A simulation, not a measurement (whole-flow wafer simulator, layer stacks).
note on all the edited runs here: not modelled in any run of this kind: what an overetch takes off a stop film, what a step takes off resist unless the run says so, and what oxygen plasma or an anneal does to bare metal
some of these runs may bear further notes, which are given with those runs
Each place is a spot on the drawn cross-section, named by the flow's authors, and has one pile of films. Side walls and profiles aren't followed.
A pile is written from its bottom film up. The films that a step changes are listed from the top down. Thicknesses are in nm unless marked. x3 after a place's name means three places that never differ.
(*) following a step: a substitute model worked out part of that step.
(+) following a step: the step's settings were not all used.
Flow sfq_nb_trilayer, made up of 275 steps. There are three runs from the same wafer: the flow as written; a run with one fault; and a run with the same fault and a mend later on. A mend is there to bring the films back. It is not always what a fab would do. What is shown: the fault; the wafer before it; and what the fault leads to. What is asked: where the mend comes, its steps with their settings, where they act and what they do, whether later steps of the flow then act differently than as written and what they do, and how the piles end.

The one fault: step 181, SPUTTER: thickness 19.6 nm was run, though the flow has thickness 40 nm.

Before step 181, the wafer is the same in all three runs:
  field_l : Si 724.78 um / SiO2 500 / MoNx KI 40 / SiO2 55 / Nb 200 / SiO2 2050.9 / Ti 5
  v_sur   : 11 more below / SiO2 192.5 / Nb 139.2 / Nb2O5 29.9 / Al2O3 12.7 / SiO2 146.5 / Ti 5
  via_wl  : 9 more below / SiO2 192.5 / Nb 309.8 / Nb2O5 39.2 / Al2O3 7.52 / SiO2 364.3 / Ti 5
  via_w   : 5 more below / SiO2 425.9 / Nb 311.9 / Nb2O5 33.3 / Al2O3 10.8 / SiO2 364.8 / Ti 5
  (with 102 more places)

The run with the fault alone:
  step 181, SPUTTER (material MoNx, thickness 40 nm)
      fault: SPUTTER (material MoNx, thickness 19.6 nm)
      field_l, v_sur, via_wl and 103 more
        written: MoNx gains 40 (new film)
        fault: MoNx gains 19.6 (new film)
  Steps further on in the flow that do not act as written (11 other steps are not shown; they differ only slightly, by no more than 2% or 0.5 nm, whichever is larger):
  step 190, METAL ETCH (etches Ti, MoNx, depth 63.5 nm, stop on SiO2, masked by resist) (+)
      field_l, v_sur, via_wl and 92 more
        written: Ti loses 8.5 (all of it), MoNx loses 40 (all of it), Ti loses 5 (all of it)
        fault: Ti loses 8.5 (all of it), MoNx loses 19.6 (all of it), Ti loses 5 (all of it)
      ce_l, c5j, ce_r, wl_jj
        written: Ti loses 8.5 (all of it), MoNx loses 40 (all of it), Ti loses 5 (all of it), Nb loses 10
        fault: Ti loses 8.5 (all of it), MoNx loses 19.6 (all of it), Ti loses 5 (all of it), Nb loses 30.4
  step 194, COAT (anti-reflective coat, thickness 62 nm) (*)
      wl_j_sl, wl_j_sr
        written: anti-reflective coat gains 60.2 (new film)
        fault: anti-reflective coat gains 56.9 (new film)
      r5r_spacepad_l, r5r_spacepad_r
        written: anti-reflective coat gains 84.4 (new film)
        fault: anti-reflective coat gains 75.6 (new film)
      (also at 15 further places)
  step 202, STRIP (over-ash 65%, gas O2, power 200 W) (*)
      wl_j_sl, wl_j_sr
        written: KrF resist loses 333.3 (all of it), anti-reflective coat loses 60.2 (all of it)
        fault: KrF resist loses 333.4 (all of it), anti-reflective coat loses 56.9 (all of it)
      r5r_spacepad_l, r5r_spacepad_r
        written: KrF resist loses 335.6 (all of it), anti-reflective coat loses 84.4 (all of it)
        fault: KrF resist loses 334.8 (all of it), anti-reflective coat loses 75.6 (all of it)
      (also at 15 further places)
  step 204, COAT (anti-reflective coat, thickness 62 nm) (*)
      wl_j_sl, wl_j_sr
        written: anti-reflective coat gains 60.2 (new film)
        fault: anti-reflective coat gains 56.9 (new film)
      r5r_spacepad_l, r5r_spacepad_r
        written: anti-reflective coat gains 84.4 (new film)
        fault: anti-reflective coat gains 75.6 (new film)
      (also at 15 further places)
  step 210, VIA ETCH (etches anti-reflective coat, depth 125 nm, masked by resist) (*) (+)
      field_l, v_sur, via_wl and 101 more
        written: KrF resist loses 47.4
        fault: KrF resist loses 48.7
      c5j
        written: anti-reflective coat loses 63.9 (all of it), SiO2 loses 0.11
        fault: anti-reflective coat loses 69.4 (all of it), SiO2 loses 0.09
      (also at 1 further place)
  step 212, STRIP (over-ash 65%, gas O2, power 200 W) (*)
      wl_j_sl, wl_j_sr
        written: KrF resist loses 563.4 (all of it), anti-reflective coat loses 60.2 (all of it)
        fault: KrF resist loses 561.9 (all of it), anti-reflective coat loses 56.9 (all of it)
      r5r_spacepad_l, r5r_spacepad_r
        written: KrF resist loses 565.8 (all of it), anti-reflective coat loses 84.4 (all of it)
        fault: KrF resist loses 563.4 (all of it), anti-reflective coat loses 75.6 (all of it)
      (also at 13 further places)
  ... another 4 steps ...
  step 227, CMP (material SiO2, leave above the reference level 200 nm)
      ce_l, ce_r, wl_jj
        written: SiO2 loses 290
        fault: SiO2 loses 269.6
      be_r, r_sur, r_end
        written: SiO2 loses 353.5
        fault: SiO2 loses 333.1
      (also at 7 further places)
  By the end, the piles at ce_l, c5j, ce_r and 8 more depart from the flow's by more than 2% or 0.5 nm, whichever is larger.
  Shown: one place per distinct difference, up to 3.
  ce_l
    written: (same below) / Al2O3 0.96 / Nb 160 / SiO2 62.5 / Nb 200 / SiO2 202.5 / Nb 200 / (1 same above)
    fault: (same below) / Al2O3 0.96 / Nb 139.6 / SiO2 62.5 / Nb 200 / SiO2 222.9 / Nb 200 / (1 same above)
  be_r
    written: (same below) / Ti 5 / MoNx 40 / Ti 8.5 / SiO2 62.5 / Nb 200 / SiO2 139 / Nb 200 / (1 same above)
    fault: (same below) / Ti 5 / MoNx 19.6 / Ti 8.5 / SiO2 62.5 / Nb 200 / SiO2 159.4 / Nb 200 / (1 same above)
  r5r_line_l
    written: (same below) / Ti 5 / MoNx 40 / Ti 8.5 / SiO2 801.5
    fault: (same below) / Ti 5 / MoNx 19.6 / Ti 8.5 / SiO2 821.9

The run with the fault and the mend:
  The mend stands after step 181.
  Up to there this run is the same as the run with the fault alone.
  step 181a, SPUTTER (material MoNx, thickness 20.4 nm) (a further turn of the flow's step 181, with different settings)
      field_l, v_sur, via_wl and 103 more
        MoNx gains 20.4
  Later steps of the flow that are run all act as written at every place that is followed.
  By the end, the piles equal the flow's at every place that both follow.
